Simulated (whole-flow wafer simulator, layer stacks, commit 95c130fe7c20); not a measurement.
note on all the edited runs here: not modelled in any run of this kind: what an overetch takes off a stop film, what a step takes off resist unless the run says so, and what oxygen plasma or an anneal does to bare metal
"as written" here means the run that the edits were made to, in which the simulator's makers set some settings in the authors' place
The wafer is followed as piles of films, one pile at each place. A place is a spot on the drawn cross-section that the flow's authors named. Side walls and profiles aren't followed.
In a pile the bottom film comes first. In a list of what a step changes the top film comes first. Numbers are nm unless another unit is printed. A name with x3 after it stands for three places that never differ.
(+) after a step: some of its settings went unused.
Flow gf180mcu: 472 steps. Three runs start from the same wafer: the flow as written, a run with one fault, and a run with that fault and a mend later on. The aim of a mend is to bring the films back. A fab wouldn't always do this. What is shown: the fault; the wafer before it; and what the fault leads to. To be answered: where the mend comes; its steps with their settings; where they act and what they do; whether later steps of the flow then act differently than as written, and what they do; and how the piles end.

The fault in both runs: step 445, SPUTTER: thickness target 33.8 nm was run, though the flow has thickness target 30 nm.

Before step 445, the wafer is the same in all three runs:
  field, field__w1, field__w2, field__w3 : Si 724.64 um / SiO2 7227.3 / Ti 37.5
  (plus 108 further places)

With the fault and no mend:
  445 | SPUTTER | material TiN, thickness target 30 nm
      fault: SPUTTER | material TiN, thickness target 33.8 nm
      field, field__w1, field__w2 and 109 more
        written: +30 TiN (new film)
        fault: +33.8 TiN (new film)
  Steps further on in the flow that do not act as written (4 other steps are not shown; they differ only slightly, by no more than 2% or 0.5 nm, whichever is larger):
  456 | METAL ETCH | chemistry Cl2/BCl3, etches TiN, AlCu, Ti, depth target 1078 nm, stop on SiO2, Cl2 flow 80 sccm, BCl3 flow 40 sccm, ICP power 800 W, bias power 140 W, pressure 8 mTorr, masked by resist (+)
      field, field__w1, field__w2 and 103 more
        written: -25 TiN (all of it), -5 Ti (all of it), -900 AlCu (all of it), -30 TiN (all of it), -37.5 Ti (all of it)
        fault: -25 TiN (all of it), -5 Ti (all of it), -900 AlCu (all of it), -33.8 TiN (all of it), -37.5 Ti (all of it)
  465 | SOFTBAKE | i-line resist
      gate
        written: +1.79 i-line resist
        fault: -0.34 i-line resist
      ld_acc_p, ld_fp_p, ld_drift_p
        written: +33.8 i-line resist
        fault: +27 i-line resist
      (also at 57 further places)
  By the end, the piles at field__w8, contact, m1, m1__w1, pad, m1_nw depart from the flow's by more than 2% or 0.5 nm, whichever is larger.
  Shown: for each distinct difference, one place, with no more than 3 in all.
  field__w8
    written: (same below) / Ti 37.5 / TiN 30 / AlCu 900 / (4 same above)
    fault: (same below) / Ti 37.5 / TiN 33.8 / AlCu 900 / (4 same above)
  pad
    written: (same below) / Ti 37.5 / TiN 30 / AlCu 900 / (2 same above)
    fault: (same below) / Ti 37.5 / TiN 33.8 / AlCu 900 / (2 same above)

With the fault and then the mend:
  After step 445 comes the mend.
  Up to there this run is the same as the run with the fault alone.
  445a | METAL ETCH | chemistry Cl2/BCl3, etches TiN, AlCu, Ti, depth target 3.8 nm, Cl2 flow 80 sccm, BCl3 flow 40 sccm, ICP power 800 W, bias power 140 W, pressure 8 mTorr (the flow's step 260 again, with other settings)
      field, field__w1, field__w2 and 109 more
        -3.8 TiN
  Every later step of the flow that is run acts as written at every place that is followed.
  At every place that both follow, the piles at the end match the flow's.
